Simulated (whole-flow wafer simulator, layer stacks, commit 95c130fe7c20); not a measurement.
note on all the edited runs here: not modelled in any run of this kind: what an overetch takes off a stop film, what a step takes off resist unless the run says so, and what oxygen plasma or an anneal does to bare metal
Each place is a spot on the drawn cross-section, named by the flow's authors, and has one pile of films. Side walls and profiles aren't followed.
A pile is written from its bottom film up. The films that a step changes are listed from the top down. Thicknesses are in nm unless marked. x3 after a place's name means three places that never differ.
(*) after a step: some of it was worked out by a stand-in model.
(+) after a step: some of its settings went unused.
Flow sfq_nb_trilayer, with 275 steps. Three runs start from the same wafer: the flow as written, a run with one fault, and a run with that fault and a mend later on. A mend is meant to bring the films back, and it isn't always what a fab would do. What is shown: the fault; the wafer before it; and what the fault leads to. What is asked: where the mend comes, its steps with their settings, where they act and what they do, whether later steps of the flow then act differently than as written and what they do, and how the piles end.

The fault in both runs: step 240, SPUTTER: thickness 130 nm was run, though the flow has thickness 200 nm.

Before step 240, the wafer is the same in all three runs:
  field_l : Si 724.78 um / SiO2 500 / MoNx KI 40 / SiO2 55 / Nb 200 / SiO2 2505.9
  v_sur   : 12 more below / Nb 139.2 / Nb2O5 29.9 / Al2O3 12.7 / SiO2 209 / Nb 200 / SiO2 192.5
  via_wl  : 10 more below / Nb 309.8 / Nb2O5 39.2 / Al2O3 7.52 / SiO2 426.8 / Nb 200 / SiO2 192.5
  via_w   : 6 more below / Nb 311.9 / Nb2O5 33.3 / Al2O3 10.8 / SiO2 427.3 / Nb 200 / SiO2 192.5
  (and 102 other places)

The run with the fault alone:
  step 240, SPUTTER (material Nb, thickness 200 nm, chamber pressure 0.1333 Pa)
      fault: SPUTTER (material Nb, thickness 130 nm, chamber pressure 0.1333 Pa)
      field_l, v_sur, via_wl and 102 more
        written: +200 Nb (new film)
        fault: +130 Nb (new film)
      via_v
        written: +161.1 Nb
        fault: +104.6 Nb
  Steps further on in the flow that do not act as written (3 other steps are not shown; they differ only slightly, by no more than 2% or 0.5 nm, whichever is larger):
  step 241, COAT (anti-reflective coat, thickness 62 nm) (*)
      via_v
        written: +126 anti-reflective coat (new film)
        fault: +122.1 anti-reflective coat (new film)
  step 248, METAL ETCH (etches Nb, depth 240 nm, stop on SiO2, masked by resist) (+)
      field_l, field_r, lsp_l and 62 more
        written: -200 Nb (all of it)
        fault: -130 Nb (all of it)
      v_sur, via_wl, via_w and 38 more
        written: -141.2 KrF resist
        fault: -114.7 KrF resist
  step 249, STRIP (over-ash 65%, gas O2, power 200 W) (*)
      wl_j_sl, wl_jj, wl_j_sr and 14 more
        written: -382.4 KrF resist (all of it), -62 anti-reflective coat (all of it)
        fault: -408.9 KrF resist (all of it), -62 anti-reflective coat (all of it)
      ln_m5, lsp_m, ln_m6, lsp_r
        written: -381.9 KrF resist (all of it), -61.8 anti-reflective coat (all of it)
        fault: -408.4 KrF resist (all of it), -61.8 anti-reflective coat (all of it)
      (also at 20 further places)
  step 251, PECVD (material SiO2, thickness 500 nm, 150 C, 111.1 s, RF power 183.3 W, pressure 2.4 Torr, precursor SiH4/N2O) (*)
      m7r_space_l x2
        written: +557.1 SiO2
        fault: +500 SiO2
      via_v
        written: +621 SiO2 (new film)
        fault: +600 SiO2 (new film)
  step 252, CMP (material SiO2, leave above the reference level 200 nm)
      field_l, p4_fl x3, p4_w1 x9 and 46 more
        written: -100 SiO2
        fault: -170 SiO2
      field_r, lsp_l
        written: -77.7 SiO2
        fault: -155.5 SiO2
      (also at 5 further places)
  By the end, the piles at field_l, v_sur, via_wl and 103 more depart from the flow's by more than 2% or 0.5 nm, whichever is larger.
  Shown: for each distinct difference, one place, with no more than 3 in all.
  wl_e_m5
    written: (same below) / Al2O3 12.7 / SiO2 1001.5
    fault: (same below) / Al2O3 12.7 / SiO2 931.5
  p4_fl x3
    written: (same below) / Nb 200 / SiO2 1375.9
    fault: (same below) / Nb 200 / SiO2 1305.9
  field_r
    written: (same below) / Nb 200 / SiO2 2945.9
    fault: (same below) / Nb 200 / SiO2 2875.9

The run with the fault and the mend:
  The mend follows step 240.
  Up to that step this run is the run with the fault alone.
  step 240a, SPUTTER (material Nb, thickness 70 nm, chamber pressure 0.1333 Pa) (a further turn of the flow's step 240, with different settings)
      field_l, v_sur, via_wl and 102 more
        +70 Nb
      via_v
        +52.9 Nb
  Later steps of the flow that are run all act as written at every place that is followed, up to a difference of at most 2% or 0.5 nm, whichever is larger.
  At the end the piles are close to the flow's at the places that both follow, differing by at most 2% or 0.5 nm, whichever is larger.
